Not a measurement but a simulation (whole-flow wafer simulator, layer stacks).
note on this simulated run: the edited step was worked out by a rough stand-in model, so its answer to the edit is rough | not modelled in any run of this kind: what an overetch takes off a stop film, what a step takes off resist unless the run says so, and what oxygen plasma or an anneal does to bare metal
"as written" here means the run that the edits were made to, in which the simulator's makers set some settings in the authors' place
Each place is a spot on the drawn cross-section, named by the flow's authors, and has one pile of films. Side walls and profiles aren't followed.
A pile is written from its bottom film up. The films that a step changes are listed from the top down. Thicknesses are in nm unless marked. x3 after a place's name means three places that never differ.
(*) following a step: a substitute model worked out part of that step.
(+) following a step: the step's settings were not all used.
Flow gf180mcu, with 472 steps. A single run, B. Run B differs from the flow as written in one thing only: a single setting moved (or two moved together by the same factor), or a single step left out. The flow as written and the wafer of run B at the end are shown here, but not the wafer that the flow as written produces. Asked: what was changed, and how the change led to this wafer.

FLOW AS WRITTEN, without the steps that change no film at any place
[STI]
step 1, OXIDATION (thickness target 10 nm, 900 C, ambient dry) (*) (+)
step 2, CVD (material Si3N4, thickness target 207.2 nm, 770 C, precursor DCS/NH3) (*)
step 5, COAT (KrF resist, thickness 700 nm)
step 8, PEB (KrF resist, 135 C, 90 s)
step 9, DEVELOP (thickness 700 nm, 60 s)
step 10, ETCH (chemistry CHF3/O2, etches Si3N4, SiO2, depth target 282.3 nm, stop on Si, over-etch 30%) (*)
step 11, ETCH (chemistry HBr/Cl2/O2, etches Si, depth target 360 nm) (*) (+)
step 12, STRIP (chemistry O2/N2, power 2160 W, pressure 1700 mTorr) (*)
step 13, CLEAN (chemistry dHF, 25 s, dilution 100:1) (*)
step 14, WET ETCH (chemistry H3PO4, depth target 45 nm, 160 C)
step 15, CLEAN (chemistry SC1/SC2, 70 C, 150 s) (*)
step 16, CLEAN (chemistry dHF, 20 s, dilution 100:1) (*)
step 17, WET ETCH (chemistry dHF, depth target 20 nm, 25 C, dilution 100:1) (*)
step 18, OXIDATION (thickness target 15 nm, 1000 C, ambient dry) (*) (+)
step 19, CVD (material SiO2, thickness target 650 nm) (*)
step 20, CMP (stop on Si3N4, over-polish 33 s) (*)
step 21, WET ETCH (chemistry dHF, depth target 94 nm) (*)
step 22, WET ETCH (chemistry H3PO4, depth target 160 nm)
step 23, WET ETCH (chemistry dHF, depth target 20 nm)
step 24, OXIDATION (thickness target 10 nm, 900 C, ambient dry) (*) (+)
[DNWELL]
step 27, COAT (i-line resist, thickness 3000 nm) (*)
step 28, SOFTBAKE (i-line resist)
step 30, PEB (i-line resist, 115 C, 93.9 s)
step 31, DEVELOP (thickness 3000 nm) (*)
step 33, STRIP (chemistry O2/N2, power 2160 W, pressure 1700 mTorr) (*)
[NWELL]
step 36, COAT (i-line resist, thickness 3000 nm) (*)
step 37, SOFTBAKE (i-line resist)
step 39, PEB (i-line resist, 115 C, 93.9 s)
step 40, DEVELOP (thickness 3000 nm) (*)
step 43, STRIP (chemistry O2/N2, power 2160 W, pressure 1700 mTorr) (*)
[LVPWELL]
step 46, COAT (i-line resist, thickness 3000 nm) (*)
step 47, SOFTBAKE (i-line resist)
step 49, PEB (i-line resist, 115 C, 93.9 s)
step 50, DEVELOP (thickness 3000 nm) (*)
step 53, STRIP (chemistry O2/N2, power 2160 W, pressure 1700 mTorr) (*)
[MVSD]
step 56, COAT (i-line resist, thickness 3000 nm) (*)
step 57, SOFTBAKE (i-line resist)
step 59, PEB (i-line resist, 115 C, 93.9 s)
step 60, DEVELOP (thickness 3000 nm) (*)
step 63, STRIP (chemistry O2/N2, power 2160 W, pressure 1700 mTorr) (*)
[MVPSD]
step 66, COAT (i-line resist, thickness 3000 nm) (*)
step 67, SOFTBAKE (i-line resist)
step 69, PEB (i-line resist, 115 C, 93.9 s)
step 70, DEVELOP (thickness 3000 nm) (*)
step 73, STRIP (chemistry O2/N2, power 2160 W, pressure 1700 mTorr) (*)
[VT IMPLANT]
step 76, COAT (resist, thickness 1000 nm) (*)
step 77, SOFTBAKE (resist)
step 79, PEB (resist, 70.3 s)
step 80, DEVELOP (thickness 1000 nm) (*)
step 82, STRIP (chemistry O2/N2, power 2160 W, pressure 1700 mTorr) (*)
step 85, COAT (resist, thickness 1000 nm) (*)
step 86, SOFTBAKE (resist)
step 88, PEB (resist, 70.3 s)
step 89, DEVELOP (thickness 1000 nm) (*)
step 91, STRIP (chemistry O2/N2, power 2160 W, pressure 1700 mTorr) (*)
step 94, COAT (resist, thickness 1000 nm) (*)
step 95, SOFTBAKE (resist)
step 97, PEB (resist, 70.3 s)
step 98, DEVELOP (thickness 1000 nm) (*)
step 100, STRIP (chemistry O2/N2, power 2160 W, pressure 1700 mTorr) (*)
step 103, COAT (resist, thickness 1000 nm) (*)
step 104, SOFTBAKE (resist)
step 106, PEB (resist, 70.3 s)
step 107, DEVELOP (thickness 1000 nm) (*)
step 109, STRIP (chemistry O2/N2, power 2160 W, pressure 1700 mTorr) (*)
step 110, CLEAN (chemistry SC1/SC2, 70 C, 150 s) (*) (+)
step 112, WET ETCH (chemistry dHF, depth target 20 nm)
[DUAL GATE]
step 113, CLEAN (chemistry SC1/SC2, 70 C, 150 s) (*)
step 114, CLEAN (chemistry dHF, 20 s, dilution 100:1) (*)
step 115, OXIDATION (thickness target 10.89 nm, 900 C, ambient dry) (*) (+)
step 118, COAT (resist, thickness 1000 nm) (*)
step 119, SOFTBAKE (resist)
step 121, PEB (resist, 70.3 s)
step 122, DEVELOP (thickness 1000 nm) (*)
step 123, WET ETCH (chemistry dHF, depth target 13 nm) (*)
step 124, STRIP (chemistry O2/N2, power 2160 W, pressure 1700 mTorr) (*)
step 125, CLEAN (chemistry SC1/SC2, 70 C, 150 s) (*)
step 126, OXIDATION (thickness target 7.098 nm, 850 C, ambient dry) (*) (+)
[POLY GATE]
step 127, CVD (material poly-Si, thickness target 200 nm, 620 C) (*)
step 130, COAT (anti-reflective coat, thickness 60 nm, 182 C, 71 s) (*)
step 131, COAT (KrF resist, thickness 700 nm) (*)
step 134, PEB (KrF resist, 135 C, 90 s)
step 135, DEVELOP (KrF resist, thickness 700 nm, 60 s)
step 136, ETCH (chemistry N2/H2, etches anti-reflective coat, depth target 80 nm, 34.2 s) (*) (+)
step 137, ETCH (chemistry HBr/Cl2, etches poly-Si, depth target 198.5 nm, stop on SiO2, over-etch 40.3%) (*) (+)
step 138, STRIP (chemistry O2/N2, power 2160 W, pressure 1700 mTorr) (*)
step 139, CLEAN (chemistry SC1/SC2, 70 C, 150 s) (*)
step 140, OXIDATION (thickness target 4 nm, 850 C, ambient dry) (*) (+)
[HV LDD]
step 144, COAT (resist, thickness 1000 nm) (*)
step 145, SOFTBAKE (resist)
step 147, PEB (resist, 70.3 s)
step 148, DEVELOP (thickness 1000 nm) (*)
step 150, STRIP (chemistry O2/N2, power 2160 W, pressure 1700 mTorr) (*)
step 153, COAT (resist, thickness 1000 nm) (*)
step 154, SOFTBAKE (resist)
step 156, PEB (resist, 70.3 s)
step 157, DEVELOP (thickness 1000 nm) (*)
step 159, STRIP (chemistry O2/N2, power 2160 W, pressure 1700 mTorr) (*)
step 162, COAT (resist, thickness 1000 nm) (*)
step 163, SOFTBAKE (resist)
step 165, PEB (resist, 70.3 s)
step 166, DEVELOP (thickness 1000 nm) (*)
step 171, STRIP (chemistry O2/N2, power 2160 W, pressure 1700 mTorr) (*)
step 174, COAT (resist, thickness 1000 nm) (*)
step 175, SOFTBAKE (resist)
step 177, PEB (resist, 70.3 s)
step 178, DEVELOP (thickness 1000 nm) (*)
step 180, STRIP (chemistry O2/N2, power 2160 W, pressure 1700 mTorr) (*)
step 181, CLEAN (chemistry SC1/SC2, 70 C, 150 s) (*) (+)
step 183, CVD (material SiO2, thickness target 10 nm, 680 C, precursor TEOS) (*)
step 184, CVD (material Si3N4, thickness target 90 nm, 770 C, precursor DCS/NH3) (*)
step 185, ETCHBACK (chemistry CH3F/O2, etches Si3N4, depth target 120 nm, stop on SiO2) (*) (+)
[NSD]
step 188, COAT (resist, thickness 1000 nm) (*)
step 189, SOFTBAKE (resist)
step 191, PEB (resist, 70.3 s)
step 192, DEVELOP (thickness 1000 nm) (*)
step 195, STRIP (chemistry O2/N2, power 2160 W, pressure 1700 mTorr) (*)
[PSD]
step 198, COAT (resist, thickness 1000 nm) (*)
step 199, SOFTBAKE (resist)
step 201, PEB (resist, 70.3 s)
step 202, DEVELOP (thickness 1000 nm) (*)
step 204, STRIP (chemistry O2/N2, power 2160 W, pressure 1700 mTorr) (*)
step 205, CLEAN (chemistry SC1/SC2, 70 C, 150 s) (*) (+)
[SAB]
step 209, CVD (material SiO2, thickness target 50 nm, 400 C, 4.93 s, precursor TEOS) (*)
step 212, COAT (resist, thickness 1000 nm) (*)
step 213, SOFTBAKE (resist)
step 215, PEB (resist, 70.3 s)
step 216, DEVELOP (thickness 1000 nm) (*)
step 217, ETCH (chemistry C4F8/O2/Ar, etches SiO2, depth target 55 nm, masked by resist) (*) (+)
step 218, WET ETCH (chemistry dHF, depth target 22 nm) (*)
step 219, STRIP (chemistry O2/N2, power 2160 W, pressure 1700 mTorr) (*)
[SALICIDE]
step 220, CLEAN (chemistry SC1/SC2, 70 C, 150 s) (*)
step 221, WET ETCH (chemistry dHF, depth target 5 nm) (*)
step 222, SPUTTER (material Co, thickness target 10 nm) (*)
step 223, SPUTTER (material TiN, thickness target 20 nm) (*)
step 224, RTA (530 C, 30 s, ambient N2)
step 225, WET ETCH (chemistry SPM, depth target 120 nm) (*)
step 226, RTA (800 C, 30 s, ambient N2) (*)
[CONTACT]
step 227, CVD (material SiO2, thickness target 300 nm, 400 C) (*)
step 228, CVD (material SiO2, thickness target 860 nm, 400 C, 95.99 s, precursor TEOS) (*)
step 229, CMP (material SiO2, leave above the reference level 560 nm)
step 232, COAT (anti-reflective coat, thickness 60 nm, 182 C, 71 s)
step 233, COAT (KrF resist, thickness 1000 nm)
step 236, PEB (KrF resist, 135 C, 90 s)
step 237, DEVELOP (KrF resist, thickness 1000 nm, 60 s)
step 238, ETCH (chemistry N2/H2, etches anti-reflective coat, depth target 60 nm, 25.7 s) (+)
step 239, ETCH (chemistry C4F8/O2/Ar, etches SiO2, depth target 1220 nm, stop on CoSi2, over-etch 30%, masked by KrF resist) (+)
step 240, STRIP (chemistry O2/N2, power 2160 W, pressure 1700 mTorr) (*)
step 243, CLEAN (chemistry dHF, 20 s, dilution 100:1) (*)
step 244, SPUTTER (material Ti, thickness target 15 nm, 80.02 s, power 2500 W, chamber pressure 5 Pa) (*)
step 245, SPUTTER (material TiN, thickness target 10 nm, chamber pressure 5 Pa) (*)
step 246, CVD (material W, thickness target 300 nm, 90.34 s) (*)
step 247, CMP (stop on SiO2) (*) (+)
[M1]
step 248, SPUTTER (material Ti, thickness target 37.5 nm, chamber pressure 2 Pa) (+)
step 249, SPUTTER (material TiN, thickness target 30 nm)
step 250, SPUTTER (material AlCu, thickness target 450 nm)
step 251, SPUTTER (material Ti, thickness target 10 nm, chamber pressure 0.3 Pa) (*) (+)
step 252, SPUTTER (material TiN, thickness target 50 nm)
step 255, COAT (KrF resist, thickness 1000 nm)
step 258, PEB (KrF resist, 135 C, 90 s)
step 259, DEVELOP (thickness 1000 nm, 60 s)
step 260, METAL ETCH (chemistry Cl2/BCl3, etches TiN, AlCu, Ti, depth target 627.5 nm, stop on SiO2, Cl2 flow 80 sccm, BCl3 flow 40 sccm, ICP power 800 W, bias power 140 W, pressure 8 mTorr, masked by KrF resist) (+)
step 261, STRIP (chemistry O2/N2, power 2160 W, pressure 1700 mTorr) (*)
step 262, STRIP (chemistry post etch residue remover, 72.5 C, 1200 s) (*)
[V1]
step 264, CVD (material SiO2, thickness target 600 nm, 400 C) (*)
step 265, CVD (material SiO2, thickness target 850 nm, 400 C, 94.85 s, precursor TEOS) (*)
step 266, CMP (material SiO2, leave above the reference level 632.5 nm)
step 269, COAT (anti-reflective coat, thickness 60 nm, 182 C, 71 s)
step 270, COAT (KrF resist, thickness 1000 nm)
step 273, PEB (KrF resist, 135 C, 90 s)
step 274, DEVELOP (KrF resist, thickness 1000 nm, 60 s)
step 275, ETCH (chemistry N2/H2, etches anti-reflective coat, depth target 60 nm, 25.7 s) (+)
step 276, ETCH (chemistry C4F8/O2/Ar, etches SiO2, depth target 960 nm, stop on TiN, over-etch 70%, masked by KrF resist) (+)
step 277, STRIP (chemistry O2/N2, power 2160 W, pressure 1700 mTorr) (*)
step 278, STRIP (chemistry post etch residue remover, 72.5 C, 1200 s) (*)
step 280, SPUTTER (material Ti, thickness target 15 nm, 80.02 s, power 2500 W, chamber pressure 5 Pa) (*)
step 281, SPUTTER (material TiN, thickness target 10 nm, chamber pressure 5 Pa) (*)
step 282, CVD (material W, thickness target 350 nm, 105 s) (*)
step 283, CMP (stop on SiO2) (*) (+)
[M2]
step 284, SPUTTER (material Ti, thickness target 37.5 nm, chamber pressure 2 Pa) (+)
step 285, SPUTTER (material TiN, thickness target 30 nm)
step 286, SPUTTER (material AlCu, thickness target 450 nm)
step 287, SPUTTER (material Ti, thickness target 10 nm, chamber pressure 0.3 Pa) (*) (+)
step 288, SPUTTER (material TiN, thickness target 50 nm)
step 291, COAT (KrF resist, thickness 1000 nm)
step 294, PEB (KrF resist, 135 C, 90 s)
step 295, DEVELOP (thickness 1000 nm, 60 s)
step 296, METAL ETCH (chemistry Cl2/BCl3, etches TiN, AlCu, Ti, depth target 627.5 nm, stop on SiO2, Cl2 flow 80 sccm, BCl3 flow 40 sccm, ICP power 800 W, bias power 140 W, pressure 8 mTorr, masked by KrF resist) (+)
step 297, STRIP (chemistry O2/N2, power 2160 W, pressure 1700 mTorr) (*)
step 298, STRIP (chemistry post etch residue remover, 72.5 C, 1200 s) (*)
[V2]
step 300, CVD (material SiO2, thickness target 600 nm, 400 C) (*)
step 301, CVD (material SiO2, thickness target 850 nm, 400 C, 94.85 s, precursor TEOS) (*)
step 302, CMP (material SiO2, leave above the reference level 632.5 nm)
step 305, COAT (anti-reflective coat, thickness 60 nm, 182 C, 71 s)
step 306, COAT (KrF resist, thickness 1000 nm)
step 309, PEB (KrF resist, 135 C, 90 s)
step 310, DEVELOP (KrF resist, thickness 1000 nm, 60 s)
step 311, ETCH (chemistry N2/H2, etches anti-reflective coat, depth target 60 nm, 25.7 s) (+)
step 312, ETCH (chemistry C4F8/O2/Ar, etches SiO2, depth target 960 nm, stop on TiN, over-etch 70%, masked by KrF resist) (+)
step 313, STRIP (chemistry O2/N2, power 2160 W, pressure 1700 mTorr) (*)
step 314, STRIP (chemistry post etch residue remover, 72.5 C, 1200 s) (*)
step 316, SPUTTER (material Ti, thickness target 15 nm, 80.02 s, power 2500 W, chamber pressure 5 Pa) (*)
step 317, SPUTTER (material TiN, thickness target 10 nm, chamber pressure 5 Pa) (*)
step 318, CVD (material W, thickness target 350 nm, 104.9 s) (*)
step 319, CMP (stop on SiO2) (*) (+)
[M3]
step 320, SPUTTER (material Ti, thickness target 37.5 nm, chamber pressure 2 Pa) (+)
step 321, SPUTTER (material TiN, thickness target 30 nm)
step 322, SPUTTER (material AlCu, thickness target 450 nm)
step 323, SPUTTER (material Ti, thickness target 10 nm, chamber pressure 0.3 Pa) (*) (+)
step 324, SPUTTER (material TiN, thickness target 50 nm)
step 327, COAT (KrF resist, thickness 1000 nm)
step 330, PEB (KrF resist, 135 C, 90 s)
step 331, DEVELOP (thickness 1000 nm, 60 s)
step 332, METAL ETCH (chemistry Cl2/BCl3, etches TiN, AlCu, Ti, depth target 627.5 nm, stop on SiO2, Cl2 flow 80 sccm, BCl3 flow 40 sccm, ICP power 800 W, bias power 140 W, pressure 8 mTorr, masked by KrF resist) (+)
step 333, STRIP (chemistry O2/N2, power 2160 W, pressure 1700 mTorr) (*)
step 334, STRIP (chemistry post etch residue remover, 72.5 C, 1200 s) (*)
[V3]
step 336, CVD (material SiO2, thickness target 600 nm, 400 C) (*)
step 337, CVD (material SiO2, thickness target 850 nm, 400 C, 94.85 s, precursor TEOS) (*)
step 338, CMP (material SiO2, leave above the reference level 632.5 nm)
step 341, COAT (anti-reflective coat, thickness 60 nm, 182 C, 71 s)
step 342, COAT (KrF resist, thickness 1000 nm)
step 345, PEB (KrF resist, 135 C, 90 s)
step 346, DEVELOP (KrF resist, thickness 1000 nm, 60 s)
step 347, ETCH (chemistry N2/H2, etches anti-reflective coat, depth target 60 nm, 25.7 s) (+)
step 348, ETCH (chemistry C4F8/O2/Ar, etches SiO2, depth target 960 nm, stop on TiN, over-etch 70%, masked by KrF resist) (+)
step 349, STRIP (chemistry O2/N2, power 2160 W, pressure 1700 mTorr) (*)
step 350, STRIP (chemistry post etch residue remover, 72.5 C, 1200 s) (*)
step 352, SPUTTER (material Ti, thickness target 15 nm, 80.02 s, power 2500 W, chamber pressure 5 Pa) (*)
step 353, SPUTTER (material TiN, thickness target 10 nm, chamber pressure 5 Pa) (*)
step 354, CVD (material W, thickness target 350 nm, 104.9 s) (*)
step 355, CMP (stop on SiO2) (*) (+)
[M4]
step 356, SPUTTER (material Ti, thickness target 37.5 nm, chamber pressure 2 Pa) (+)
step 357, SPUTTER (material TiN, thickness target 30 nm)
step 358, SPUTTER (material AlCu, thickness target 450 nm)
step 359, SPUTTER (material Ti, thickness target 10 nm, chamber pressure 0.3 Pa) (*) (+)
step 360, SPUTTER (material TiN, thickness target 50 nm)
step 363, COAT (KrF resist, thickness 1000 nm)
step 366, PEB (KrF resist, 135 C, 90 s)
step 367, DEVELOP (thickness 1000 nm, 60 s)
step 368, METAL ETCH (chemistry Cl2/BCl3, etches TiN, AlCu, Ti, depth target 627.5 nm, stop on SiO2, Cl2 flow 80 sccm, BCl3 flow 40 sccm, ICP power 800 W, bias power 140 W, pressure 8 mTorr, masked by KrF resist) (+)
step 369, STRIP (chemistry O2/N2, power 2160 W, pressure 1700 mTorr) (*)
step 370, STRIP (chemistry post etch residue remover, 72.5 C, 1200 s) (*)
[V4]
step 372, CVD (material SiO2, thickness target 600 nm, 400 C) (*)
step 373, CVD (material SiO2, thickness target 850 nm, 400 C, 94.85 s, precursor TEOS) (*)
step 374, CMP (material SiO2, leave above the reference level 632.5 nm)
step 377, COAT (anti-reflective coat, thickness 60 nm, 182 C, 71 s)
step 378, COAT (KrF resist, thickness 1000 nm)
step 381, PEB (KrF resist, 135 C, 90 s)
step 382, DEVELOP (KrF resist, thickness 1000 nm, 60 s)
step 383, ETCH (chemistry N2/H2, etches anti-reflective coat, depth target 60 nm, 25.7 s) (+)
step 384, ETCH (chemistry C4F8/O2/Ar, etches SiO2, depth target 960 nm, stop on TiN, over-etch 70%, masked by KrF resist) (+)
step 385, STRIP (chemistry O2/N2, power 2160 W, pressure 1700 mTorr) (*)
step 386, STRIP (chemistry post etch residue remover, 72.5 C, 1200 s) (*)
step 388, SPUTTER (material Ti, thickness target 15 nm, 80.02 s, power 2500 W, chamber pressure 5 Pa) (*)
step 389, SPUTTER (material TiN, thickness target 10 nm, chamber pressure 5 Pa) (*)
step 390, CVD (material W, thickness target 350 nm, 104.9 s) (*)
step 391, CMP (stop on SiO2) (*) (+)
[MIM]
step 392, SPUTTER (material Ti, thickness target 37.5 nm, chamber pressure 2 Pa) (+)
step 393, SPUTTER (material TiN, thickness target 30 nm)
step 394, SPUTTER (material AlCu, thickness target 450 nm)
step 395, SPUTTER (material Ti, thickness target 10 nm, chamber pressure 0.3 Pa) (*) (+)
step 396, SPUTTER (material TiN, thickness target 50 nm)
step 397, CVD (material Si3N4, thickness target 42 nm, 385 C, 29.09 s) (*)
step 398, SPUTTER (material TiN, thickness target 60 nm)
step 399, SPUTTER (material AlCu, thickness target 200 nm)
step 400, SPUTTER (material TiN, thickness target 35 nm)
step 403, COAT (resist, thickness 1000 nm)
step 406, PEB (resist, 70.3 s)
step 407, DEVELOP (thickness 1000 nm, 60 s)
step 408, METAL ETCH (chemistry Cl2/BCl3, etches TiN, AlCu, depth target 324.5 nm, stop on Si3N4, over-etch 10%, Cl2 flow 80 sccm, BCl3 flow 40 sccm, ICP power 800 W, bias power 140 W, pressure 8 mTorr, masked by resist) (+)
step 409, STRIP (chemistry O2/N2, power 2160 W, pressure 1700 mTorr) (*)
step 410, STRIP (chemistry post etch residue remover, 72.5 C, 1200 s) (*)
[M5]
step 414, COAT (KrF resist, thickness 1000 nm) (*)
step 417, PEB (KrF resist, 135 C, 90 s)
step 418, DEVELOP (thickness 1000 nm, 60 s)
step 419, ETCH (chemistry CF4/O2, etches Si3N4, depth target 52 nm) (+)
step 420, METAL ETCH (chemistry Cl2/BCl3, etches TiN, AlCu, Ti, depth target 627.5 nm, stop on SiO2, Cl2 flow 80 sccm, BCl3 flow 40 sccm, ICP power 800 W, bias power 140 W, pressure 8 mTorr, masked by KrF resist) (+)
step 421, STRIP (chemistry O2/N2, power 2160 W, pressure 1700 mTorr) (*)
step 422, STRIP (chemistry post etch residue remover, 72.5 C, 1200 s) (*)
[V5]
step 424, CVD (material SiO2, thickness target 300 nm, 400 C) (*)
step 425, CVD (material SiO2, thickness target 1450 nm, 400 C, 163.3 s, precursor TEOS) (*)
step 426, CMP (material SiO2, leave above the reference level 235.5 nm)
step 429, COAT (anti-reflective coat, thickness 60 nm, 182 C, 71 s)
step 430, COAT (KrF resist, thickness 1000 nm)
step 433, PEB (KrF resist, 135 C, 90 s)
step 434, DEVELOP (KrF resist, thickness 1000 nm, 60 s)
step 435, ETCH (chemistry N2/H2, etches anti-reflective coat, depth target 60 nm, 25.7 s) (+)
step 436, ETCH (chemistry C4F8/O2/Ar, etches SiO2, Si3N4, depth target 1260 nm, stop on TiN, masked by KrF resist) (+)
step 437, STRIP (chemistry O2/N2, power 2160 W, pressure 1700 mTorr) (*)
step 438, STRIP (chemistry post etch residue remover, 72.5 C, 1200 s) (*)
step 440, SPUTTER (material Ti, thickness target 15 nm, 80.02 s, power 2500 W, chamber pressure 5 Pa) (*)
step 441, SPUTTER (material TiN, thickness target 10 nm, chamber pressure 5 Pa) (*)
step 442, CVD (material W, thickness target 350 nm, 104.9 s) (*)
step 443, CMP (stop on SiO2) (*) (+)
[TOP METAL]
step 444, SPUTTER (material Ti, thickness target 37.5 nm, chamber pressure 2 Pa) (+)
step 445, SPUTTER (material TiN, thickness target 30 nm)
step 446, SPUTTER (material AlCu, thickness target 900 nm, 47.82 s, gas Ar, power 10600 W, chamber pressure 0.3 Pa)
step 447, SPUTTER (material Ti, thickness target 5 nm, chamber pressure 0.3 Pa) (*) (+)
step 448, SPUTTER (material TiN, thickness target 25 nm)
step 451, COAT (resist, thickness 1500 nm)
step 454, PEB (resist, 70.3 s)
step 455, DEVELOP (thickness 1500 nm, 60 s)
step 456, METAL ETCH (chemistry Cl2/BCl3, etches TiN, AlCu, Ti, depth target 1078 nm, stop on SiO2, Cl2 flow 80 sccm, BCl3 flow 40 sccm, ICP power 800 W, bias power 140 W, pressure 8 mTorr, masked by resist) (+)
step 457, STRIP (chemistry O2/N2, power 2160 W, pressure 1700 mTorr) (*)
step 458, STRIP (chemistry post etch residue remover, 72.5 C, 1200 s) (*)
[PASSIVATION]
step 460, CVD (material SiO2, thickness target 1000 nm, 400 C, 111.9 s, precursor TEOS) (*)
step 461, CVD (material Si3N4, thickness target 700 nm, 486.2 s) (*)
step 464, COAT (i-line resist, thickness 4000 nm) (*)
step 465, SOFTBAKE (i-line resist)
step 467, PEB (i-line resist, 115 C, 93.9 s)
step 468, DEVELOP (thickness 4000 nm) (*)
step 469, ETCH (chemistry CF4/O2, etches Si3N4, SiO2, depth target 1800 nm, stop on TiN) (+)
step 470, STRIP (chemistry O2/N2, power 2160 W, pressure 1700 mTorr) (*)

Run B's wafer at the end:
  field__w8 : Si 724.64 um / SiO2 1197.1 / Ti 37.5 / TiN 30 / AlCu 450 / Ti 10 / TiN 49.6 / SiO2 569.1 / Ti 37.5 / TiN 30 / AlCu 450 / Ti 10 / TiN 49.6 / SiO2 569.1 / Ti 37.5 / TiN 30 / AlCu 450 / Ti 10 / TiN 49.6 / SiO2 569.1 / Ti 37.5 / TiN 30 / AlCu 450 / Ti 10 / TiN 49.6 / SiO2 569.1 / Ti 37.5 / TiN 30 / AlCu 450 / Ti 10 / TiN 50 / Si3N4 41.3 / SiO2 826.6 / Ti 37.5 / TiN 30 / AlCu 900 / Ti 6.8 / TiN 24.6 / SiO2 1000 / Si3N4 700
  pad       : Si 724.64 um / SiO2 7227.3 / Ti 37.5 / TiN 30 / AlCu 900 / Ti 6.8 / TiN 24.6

What caused this: step 447, SPUTTER: thickness target 6.8 nm was run, whereas the flow has thickness target 5 nm.
One can read it off the wafer: field__w8 has Ti 6.8, and step 447 as written asks for 5 nm.

Step by step, how the change led to this:
  step 447, SPUTTER (material Ti, thickness target 5 nm, chamber pressure 0.3 Pa) (*) (+)
      field, field__w1, field__w2 and 109 more: Ti gains 6.8 (new film) (as written it would have been: Ti gains 5 (new film))
  step 456, METAL ETCH (chemistry Cl2/BCl3, etches TiN, AlCu, Ti, depth target 1078 nm, stop on SiO2, Cl2 flow 80 sccm, BCl3 flow 40 sccm, ICP power 800 W, bias power 140 W, pressure 8 mTorr, masked by resist) (+)
      field, field__w1, field__w2 and 103 more: TiN loses 25 (all of it), Ti loses 6.8 (all of it), AlCu loses 900 (all of it), TiN loses 30 (all of it), Ti loses 37.5 (all of it) (as written it would have been: TiN loses 25 (all of it), Ti loses 5 (all of it), AlCu loses 900 (all of it), TiN loses 30 (all of it), Ti loses 37.5 (all of it))
